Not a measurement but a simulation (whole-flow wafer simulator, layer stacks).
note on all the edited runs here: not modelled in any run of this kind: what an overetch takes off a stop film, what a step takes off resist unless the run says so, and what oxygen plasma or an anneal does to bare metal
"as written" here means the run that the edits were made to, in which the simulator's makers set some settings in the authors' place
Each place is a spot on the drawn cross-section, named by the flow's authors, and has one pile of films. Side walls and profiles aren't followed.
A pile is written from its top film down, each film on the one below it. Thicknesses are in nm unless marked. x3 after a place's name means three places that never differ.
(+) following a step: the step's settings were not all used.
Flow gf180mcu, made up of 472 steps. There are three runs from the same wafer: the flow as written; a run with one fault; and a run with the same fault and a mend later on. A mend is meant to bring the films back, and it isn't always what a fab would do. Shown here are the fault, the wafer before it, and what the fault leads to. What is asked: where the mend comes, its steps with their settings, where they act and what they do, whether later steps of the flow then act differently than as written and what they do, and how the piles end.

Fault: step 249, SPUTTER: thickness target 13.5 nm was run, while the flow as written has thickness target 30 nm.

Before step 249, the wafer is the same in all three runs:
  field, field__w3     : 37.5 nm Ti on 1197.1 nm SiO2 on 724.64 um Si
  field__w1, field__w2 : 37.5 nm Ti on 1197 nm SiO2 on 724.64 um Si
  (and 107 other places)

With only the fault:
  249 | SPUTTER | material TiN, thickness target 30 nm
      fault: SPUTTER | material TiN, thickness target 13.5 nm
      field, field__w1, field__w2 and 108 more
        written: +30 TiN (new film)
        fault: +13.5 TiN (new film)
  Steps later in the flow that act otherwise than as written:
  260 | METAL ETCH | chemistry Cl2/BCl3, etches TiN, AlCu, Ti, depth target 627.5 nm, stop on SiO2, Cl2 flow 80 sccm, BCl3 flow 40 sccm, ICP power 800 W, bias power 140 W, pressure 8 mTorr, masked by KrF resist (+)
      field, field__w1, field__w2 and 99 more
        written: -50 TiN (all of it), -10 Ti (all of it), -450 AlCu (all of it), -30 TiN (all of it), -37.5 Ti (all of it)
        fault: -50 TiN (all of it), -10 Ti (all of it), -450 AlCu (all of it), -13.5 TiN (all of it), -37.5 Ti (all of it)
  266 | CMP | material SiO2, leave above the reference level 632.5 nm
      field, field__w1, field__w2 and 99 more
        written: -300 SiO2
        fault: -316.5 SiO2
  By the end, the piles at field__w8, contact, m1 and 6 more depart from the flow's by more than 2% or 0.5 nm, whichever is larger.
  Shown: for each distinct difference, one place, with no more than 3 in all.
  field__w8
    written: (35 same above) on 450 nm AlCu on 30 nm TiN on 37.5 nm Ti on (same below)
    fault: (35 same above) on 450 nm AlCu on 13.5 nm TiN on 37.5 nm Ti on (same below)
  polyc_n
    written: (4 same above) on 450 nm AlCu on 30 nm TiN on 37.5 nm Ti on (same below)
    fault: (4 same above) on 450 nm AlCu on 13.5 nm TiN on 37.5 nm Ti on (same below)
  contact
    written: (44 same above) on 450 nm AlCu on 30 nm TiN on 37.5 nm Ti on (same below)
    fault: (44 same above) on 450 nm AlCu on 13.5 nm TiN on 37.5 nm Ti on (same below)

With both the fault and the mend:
  After step 249 comes the mend.
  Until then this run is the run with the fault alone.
  249a | SPUTTER | material TiN, thickness target 16.5 nm (the flow's step 249 again, with other settings)
      field, field__w1, field__w2 and 108 more
        +16.5 TiN
  Later steps of the flow that are run all act as written at every place that is followed.
  At every place that both follow, the piles at the end match the flow's.
